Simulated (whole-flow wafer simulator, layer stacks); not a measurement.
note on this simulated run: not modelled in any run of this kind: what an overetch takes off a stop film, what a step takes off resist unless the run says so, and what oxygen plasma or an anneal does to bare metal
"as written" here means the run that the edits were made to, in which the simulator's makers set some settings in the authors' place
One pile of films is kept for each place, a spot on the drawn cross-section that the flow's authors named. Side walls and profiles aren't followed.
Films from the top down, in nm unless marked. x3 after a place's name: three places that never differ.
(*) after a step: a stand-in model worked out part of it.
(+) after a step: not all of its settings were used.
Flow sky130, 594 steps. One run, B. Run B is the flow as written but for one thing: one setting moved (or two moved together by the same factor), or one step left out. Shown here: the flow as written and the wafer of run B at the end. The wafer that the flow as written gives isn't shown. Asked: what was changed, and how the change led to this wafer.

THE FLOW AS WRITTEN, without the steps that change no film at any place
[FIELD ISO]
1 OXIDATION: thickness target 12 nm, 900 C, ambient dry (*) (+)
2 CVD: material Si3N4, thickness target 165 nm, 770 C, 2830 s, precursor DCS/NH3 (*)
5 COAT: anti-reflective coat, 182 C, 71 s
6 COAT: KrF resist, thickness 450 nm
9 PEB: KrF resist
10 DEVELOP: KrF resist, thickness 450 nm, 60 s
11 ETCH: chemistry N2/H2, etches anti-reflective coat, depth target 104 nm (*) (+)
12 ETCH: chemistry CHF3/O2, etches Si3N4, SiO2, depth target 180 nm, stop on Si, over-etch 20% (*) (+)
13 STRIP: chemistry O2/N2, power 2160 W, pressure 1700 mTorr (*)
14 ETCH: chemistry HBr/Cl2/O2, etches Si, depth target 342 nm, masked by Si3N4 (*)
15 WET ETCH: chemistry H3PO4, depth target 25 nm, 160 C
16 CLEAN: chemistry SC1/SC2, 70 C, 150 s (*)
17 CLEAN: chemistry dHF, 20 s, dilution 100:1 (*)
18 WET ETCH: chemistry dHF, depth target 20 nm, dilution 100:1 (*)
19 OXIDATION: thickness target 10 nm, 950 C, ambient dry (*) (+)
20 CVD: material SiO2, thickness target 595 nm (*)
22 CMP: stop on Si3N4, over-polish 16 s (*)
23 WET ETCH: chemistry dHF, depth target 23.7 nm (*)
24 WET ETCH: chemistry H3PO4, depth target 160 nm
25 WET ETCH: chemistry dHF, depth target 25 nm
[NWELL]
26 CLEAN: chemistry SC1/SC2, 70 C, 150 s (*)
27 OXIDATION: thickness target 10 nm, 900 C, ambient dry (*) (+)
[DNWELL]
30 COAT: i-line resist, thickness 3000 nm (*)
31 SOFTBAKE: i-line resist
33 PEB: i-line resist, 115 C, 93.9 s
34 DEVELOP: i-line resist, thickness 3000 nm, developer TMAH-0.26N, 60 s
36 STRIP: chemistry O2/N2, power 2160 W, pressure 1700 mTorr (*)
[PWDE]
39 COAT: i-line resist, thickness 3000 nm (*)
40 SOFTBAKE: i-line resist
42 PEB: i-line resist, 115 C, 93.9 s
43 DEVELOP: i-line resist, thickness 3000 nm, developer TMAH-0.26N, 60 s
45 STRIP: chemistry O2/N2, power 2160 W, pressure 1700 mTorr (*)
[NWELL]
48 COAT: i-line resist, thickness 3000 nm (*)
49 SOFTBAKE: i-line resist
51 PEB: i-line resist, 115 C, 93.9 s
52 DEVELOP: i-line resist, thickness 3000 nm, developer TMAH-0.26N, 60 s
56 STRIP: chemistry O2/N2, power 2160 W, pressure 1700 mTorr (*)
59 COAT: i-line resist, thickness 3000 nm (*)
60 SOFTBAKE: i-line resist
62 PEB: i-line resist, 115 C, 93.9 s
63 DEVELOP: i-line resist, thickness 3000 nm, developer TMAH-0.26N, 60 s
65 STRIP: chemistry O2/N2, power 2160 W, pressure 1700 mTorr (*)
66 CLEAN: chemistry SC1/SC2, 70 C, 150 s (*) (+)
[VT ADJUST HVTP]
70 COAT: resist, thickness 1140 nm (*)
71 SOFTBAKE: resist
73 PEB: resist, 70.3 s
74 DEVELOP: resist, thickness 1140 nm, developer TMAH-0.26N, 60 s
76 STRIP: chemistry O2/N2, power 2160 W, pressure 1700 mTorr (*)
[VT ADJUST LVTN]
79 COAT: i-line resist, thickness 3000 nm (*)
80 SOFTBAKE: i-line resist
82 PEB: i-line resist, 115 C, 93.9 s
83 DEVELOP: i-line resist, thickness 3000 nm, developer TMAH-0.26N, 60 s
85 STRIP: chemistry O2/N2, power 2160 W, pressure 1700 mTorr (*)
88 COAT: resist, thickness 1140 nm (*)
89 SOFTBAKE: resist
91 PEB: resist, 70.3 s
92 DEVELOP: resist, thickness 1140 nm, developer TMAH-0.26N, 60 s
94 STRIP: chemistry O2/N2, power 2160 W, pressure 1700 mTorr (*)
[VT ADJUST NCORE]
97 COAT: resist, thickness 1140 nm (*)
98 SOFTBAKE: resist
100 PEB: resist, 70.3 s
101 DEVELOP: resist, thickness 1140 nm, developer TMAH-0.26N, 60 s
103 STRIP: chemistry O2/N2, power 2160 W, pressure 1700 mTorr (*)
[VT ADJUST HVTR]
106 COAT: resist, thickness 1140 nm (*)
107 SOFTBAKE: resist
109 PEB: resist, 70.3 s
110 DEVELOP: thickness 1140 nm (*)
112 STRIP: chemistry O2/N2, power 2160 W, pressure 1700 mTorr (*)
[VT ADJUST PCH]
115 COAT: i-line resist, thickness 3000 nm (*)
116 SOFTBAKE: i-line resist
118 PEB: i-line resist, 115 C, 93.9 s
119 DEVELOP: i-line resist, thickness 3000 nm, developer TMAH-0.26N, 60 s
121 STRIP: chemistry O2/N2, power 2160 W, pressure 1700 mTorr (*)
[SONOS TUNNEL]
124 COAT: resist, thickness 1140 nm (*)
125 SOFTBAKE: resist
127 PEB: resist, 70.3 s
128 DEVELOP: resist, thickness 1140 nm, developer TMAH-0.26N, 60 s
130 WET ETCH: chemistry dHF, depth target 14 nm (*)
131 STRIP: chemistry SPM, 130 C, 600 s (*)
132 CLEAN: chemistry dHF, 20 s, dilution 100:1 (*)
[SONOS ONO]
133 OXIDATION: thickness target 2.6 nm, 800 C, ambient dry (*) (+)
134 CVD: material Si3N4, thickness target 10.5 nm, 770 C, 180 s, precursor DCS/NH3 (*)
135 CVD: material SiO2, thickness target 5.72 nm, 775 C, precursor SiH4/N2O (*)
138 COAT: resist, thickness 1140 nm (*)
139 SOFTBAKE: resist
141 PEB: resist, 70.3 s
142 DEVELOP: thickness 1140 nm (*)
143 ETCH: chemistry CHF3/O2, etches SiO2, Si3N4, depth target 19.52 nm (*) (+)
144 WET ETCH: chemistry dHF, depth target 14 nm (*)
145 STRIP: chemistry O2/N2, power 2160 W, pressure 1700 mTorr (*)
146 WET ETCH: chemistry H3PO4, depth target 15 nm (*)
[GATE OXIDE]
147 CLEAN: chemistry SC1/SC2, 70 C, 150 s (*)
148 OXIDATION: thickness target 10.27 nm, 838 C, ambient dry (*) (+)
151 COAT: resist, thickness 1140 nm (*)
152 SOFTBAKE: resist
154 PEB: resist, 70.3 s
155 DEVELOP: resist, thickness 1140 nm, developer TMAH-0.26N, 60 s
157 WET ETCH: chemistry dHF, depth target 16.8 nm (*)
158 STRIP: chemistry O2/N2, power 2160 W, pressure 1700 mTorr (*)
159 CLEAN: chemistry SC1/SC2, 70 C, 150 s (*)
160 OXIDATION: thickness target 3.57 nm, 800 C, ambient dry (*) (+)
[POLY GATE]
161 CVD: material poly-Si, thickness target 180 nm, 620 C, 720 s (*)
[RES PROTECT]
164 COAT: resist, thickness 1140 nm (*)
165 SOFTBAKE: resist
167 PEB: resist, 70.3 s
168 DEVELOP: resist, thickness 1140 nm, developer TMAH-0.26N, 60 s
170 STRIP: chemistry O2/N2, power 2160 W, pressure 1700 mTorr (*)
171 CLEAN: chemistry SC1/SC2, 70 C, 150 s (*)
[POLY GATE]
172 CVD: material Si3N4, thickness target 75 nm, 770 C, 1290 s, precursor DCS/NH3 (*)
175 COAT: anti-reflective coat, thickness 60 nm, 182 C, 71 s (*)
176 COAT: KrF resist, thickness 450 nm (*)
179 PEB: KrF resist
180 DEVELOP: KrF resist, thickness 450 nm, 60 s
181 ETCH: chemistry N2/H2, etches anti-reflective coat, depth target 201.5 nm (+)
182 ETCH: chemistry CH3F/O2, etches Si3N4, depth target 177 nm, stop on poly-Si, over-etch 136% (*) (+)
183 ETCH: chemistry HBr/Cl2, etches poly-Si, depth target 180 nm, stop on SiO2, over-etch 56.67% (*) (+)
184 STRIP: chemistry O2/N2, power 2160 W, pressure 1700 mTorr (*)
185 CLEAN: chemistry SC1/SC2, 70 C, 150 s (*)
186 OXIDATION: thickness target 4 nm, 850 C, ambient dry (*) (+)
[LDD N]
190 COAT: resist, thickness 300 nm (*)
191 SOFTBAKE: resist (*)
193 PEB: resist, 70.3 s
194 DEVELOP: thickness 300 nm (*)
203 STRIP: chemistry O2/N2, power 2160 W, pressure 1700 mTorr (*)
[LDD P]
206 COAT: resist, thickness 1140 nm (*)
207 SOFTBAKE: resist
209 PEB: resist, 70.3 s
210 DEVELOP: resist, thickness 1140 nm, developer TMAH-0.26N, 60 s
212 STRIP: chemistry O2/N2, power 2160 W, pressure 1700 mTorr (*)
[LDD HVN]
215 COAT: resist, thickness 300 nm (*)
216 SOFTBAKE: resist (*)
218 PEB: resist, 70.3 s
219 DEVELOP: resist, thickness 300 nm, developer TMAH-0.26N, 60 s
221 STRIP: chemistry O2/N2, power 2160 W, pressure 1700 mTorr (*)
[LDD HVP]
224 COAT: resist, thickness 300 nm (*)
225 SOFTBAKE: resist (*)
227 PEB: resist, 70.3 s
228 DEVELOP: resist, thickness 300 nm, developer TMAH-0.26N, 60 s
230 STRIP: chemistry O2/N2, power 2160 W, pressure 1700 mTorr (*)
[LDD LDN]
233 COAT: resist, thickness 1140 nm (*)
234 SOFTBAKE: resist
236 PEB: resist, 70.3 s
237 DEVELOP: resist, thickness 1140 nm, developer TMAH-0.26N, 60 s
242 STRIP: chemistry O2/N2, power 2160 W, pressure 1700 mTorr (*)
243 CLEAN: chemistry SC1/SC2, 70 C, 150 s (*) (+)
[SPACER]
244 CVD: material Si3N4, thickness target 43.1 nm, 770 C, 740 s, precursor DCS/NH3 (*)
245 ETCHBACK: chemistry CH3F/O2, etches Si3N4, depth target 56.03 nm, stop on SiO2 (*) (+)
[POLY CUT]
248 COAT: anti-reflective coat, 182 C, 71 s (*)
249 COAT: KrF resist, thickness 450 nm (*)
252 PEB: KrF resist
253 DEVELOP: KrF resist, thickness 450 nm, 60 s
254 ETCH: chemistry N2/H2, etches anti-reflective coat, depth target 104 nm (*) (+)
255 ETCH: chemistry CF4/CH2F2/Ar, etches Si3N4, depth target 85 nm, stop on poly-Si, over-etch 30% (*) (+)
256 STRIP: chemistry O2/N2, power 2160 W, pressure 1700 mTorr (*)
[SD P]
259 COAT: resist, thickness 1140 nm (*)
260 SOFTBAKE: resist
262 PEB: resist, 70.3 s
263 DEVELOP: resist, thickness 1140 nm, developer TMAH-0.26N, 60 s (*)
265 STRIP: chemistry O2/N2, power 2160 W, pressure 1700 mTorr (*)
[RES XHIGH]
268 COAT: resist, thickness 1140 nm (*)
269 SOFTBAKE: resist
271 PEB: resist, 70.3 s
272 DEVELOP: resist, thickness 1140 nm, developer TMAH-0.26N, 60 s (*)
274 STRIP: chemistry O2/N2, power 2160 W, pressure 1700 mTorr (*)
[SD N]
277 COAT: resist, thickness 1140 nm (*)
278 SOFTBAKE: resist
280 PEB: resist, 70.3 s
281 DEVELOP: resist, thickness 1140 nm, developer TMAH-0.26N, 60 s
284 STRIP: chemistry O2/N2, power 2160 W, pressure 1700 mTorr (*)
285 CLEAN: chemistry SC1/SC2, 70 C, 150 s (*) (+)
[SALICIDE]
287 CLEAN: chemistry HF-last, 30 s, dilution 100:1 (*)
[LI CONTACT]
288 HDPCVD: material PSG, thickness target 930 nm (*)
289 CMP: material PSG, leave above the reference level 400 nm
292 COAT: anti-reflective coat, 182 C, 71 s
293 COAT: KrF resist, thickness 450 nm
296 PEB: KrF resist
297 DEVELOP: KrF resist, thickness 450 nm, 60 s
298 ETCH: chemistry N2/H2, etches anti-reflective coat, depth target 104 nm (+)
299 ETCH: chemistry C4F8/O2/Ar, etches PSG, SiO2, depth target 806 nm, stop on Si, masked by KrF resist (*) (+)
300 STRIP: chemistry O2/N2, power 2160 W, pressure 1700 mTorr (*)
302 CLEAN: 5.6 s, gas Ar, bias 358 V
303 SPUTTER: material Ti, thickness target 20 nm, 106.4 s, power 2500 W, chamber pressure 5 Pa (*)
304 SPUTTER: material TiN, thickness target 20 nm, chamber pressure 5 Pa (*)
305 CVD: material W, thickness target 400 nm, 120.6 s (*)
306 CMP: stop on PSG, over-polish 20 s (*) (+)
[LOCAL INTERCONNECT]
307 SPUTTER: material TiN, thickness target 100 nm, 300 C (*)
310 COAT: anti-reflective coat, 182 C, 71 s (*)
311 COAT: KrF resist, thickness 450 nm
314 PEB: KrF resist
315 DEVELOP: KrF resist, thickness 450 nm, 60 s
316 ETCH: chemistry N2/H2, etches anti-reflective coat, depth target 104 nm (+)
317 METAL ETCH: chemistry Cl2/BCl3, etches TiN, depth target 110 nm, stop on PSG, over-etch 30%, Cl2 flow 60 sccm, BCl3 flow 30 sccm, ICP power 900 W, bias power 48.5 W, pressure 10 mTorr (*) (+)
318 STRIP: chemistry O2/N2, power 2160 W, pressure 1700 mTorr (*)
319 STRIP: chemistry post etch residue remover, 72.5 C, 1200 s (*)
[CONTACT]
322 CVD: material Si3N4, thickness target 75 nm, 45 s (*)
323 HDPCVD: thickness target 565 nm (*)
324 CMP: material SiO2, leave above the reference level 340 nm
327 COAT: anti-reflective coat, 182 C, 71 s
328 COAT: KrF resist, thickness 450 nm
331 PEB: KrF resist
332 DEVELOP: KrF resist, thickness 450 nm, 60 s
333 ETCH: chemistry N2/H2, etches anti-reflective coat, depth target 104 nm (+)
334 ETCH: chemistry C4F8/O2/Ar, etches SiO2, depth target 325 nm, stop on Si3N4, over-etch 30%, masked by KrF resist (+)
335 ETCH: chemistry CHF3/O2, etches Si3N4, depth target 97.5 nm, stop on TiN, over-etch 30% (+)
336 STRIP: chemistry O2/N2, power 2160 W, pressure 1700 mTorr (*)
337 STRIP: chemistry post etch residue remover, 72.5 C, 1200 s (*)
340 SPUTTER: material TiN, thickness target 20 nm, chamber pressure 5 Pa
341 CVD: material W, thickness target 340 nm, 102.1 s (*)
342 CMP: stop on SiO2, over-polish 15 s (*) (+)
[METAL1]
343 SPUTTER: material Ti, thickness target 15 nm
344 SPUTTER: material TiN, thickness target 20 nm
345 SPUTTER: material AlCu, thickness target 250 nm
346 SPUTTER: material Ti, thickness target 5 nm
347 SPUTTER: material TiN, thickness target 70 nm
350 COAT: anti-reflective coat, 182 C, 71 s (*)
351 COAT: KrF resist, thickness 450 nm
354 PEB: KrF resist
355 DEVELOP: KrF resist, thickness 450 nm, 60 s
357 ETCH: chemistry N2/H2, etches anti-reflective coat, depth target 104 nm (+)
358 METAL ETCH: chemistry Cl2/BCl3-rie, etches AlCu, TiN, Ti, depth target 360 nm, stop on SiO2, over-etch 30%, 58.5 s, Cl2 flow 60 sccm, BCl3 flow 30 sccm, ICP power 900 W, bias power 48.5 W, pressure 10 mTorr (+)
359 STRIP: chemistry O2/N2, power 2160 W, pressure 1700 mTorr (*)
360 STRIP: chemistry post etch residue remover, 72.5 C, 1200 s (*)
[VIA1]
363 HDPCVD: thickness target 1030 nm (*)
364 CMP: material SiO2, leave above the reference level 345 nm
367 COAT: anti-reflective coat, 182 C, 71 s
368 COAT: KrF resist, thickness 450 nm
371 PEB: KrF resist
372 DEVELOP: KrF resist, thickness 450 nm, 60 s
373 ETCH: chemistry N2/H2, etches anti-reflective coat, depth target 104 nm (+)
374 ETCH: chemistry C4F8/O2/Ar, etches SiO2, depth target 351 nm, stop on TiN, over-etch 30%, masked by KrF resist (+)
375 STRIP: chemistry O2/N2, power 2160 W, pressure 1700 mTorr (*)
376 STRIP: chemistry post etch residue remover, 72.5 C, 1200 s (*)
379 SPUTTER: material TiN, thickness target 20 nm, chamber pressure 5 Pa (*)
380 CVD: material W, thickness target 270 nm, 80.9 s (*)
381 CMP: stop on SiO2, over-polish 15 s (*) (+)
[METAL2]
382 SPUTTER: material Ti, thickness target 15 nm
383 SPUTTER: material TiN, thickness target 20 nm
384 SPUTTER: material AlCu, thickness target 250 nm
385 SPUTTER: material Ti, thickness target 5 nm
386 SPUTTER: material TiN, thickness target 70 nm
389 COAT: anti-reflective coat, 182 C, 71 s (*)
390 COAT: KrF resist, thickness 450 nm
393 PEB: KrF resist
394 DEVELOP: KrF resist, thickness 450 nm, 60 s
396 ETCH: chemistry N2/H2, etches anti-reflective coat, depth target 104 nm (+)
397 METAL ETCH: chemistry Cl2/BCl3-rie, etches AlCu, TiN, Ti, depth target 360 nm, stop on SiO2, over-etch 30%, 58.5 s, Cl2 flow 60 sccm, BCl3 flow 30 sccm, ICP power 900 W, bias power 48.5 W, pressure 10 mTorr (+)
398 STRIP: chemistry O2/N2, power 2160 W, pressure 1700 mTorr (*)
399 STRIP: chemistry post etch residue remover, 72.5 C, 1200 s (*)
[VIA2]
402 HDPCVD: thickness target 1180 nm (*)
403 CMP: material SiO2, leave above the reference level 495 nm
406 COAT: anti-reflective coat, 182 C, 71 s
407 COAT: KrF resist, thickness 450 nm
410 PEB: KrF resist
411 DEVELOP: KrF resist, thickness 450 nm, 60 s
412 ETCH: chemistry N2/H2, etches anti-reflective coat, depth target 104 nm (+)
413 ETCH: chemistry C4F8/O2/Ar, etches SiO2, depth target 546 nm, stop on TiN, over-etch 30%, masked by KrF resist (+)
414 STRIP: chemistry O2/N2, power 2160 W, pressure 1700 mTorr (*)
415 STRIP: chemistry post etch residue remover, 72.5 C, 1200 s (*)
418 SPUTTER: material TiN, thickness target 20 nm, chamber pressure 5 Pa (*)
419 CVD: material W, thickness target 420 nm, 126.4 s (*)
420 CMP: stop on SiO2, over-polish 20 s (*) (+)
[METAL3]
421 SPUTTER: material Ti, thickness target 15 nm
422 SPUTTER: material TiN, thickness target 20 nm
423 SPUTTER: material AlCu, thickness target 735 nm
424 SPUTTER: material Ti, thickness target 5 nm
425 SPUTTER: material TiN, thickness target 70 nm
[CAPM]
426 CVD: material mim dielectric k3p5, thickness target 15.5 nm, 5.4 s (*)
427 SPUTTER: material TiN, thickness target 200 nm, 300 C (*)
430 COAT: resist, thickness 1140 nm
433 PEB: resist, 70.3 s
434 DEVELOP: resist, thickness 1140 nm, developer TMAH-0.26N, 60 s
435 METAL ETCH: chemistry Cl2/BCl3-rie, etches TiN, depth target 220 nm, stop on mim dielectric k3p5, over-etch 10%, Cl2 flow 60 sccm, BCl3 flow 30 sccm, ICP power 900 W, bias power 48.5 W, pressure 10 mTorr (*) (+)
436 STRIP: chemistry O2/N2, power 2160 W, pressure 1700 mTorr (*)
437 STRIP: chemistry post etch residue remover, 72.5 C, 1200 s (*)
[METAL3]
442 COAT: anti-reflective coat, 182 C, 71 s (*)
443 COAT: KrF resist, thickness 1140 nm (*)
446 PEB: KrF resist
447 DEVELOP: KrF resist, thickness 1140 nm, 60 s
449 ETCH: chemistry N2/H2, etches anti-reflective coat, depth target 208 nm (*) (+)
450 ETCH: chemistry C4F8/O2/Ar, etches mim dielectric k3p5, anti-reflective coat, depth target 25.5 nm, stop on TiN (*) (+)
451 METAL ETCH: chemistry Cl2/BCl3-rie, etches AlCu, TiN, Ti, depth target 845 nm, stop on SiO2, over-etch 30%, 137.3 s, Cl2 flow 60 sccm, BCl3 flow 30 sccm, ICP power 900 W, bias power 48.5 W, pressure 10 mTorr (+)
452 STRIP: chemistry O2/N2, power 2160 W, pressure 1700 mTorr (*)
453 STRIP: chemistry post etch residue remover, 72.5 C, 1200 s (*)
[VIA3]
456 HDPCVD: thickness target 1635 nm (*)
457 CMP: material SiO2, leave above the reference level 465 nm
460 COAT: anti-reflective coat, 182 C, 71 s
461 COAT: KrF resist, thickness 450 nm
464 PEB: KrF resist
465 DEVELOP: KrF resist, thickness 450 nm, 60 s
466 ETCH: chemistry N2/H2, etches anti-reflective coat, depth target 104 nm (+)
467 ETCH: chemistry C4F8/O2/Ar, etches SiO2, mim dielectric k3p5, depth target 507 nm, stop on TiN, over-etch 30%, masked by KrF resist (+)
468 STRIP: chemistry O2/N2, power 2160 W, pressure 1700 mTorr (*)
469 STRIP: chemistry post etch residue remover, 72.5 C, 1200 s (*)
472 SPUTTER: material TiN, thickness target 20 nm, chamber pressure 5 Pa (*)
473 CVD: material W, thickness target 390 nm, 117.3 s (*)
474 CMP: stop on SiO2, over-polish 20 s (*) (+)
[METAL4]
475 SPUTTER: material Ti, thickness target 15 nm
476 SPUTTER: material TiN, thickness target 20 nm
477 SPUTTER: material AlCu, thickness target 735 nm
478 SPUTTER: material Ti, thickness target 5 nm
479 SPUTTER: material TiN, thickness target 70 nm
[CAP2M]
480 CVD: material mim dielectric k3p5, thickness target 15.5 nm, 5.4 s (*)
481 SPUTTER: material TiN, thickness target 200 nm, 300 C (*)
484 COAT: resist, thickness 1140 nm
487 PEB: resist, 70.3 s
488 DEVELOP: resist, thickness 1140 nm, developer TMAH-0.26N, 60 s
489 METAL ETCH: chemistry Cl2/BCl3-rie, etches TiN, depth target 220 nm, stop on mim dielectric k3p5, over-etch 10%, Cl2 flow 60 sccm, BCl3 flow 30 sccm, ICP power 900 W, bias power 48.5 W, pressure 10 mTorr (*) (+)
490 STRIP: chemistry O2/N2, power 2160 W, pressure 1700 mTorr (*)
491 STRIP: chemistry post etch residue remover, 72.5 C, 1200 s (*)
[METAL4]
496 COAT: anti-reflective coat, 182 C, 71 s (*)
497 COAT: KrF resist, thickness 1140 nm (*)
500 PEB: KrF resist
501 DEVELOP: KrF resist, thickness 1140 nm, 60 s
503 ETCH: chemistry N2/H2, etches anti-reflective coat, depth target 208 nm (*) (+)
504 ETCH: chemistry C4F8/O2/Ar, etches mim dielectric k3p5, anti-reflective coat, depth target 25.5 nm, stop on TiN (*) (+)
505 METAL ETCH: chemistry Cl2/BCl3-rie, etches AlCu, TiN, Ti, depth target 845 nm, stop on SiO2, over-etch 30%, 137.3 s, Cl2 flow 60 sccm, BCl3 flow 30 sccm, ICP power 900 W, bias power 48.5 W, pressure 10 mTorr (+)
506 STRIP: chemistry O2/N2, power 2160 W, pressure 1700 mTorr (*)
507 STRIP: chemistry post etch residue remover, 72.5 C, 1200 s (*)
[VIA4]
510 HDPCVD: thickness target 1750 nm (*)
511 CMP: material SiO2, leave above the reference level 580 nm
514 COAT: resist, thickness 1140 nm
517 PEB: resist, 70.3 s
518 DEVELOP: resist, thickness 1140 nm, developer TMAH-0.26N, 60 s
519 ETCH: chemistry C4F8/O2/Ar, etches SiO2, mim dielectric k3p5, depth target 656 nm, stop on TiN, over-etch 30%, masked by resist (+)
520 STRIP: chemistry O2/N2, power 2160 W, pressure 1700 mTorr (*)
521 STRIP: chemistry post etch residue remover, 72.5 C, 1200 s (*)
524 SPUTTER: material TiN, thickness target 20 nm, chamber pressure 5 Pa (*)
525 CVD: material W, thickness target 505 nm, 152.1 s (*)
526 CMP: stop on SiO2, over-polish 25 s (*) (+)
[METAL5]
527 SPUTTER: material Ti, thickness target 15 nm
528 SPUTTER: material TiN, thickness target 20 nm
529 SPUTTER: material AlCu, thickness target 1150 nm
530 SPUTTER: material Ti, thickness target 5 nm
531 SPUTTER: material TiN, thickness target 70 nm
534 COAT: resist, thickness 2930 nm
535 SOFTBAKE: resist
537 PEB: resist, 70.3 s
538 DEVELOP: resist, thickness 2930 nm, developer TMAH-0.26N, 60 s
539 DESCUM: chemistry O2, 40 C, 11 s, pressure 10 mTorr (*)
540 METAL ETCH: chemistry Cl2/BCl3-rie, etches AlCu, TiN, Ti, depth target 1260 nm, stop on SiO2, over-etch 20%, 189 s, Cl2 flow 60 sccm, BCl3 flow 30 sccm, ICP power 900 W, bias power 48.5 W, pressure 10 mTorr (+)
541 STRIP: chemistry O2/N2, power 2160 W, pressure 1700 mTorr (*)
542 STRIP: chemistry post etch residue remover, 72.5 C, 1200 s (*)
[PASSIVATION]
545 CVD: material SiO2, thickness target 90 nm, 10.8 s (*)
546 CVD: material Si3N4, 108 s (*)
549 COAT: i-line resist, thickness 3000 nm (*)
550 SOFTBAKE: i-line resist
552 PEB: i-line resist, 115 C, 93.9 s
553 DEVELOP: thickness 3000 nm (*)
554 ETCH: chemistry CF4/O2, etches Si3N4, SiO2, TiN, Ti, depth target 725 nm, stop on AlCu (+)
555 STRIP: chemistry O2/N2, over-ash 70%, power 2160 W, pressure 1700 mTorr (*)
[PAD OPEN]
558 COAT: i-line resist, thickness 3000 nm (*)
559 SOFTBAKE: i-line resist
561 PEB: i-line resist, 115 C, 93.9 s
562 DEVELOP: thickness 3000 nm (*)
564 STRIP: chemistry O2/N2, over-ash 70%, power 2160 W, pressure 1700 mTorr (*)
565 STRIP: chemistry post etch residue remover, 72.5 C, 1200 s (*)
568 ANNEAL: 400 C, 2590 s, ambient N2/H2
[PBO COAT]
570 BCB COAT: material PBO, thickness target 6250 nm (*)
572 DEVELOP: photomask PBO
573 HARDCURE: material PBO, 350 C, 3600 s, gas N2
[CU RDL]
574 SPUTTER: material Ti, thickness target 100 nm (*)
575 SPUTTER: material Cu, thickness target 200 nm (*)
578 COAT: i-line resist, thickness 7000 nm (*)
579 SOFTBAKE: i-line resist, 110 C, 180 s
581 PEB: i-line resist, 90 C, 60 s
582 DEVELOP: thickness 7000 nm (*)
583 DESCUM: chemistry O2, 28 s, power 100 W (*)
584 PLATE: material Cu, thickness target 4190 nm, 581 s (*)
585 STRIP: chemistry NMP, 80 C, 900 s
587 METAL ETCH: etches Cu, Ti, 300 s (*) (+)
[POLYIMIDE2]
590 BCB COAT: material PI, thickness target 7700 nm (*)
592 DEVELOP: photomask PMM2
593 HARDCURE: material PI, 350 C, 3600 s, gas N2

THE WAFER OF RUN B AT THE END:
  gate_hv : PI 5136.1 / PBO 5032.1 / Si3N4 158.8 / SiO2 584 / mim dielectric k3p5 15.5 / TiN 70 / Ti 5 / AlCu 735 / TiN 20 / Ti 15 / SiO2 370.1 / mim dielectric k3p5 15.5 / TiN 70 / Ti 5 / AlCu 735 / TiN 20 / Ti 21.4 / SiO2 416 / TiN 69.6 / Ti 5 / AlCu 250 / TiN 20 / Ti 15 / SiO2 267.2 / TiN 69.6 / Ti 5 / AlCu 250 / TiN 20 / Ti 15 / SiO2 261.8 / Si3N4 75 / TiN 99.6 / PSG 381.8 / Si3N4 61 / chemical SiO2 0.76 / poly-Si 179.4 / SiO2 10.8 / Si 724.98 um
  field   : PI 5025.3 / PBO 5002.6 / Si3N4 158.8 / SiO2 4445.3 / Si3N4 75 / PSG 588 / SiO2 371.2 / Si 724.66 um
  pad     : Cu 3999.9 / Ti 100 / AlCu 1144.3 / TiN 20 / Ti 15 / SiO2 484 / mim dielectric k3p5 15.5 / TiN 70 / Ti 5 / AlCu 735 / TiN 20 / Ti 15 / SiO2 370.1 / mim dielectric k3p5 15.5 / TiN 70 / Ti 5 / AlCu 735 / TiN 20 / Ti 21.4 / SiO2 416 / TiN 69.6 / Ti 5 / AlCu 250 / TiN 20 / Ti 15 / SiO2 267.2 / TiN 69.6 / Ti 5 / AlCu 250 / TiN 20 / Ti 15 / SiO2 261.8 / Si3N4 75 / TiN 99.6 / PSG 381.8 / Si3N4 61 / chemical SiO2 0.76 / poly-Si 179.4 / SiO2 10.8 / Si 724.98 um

The cause: step 421, SPUTTER: thickness target 21.4 nm was run, where the flow has thickness target 15 nm.
It can be read off the wafer: gate_hv has Ti 21.4, and step 421 as written asks for 15 nm.

How the change led to this, step by step:
  421 SPUTTER: material Ti, thickness target 15 nm
      field, active, n_well and 188 more: Ti +21.4 (new film) (as written it would be: Ti +15 (new film))
  451 METAL ETCH: chemistry Cl2/BCl3-rie, etches AlCu, TiN, Ti, depth target 845 nm, stop on SiO2, over-etch 30%, 137.3 s, Cl2 flow 60 sccm, BCl3 flow 30 sccm, ICP power 900 W, bias power 48.5 W, pressure 10 mTorr (+)
      field, gate, spacer and 68 more: TiN -70 (all of it), Ti -5 (all of it), AlCu -735 (all of it), TiN -20 (all of it), Ti -21.4 (all of it), SiO2 -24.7 (as written it would be: TiN -70 (all of it), Ti -5 (all of it), AlCu -735 (all of it), TiN -20 (all of it), Ti -15 (all of it), SiO2 -25.4)
      active, vpp_ln, vpp_iso2 and 11 more: TiN -70 (all of it), Ti -5 (all of it), AlCu -735 (all of it), TiN -20 (all of it), Ti -21.4 (all of it), SiO2 -24.7 (as written it would be: TiN -70 (all of it), Ti -5 (all of it), AlCu -735 (all of it), TiN -20 (all of it), Ti -15 (all of it), SiO2 -25.3)
